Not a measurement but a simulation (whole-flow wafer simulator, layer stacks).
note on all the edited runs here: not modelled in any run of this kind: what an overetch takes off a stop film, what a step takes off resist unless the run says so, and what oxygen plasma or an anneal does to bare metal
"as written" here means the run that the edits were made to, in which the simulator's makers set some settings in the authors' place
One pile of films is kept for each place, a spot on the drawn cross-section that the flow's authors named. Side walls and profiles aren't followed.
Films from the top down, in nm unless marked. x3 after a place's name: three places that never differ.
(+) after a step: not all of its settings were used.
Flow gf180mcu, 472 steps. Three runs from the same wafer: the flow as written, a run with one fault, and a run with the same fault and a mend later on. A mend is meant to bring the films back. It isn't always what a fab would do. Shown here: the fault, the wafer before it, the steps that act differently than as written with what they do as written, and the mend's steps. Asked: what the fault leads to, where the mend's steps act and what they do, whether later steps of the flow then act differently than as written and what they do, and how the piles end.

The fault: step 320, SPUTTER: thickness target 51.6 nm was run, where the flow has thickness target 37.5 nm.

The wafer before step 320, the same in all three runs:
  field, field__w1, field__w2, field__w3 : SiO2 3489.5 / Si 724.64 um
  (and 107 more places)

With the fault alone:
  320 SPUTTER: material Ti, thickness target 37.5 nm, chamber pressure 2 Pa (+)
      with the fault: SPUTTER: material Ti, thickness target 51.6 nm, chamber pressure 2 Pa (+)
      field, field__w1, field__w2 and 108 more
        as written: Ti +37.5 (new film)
        with the fault: Ti +51.6 (new film)
  Later steps of the flow that act differently than as written:
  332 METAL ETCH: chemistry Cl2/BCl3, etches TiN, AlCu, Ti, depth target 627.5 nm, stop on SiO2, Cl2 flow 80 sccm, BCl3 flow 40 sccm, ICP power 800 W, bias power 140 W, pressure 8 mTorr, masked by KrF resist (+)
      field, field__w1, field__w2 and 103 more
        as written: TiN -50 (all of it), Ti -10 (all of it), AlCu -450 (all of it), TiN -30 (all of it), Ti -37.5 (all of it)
        with the fault: TiN -50 (all of it), Ti -10 (all of it), AlCu -450 (all of it), TiN -30 (all of it), Ti -51.6 (all of it)
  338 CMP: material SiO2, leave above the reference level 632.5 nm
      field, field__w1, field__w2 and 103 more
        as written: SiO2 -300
        with the fault: SiO2 -285.9
  At the end the piles differ from the flow's by more than 2% or 0.5 nm, whichever is larger, at field__w8, contact, m1, m1__w1, m1_nw.
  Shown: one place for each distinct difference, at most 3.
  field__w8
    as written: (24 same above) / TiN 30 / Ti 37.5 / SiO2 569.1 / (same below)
    with the fault: (24 same above) / TiN 30 / Ti 51.6 / SiO2 569.1 / (same below)
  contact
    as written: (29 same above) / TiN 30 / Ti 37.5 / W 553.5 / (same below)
    with the fault: (29 same above) / TiN 30 / Ti 51.6 / W 553.5 / (same below)

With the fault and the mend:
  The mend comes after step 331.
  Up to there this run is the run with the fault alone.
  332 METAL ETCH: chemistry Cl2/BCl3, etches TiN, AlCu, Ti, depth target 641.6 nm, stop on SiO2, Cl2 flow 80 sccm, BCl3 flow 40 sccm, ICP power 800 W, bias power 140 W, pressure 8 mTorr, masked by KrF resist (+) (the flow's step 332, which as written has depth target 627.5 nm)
      field, field__w1, field__w2 and 103 more
        TiN -50 (all of it), Ti -10 (all of it), AlCu -450 (all of it), TiN -30 (all of it), Ti -51.6 (all of it)
      field__w8, contact, m1, m1__w1, m1_nw
        KrF resist -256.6
  Later steps of the flow that act differently than as written (1 more step differs only slightly, by at most 2% or 0.5 nm, whichever is larger, and isn't shown):
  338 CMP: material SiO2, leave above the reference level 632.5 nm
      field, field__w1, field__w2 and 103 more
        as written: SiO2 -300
        with the mend: SiO2 -285.9
  At the end the piles differ from the flow's by more than 2% or 0.5 nm, whichever is larger, at field__w8, contact, m1, m1__w1, m1_nw.
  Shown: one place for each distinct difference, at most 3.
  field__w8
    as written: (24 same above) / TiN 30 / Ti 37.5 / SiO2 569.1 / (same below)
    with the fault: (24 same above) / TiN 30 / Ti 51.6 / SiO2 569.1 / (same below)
    with the mend: (24 same above) / TiN 30 / Ti 51.6 / SiO2 569.1 / (same below)
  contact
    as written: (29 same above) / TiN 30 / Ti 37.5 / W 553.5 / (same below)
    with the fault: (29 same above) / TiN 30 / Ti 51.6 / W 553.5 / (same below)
    with the mend: (29 same above) / TiN 30 / Ti 51.6 / W 553.5 / (same below)
